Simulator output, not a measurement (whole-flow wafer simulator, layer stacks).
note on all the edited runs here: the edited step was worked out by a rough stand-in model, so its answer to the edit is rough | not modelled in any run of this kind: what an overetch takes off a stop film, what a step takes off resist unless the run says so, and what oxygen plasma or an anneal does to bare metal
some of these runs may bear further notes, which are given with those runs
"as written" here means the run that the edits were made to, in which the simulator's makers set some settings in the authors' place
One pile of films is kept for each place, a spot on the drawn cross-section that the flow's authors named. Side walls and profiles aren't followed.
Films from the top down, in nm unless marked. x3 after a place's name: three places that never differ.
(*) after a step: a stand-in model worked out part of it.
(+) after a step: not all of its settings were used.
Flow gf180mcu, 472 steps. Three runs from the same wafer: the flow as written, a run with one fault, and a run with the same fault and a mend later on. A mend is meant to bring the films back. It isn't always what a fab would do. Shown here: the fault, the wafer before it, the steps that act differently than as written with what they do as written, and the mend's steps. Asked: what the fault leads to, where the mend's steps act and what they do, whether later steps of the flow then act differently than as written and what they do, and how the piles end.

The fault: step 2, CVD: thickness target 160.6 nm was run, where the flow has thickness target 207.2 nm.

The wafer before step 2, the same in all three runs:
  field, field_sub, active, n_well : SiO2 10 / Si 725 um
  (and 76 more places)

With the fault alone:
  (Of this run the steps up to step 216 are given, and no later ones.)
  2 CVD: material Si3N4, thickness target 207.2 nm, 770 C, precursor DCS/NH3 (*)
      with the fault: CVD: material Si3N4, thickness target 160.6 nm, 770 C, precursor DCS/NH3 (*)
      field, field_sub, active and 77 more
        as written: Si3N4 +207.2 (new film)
        with the fault: Si3N4 +160.6 (new film)
  Later steps of the flow that act differently than as written (29 more steps differ only slightly, by at most 2% or 0.5 nm, whichever is larger, and aren't shown):
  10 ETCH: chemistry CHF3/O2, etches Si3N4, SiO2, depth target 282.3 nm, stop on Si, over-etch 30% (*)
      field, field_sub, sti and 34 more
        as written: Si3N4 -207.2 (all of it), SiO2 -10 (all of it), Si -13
        with the fault: Si3N4 -160.6 (all of it), SiO2 -10 (all of it), Si -22.4
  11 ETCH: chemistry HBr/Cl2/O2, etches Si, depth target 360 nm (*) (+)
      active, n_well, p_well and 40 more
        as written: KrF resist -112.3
        with the fault: KrF resist -109.2
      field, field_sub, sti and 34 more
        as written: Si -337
        with the fault: Si -327.6
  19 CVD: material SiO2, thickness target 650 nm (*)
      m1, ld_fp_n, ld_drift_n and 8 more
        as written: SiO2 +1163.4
        with the fault: SiO2 +1116.8
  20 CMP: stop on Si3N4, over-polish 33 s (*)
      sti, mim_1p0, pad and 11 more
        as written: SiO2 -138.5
        with the fault: SiO2 -185.1
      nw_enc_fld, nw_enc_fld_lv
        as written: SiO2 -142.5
        with the fault: SiO2 -189.1
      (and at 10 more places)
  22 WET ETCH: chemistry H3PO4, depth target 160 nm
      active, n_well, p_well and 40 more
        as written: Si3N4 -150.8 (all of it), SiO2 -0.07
        with the fault: Si3N4 -104.1 (all of it), SiO2 -0.44
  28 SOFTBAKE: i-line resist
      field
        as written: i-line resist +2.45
        with the fault: i-line resist -0.89
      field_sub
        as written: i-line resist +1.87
        with the fault: i-line resist -0.71
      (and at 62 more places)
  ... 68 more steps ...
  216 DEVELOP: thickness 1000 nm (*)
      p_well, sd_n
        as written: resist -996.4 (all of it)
        with the fault: resist -950.4 (all of it)
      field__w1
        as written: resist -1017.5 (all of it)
        with the fault: resist -1039.1 (all of it)
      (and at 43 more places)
  After step 216 the piles differ from the flow's by more than 2% or 0.5 nm, whichever is larger, at field, field__w1, field__w2 and 68 more.
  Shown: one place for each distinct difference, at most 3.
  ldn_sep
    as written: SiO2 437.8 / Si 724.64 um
    with the fault: SiO2 391.5 / Si 724.64 um
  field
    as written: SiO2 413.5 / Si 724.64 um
    with the fault: SiO2 367.3 / Si 724.64 um
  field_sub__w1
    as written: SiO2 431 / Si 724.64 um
    with the fault: SiO2 384.5 / Si 724.64 um

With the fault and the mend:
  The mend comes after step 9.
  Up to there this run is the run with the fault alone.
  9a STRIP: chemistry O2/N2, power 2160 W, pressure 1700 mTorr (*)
      active, n_well, p_well and 40 more
        KrF resist -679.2 (all of it)
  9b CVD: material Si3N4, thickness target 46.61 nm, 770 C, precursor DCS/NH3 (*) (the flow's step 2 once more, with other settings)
      field, field_sub, active and 77 more
        Si3N4 +46.6
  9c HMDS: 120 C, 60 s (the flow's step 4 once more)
      changes no film at any place that is followed
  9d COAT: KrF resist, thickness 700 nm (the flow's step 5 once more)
      field, field_sub, active and 77 more
        KrF resist +700 (new film)
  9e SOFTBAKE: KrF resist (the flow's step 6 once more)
      changes no film at any place that is followed
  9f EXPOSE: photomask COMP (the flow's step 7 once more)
      changes no film at any place that is followed
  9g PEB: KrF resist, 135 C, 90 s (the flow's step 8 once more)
      field, field_sub, active and 77 more
        KrF resist -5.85
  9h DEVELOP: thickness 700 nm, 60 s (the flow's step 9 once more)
      active, n_well, p_well and 40 more
        KrF resist -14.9
      field, field_sub, sti and 34 more
        KrF resist -694.2 (all of it)
  No later step of the flow acts differently than as written, at any place that is followed, by more than 2% or 0.5 nm, whichever is larger.
  At the end the piles are the same as the flow's at every place that both follow.
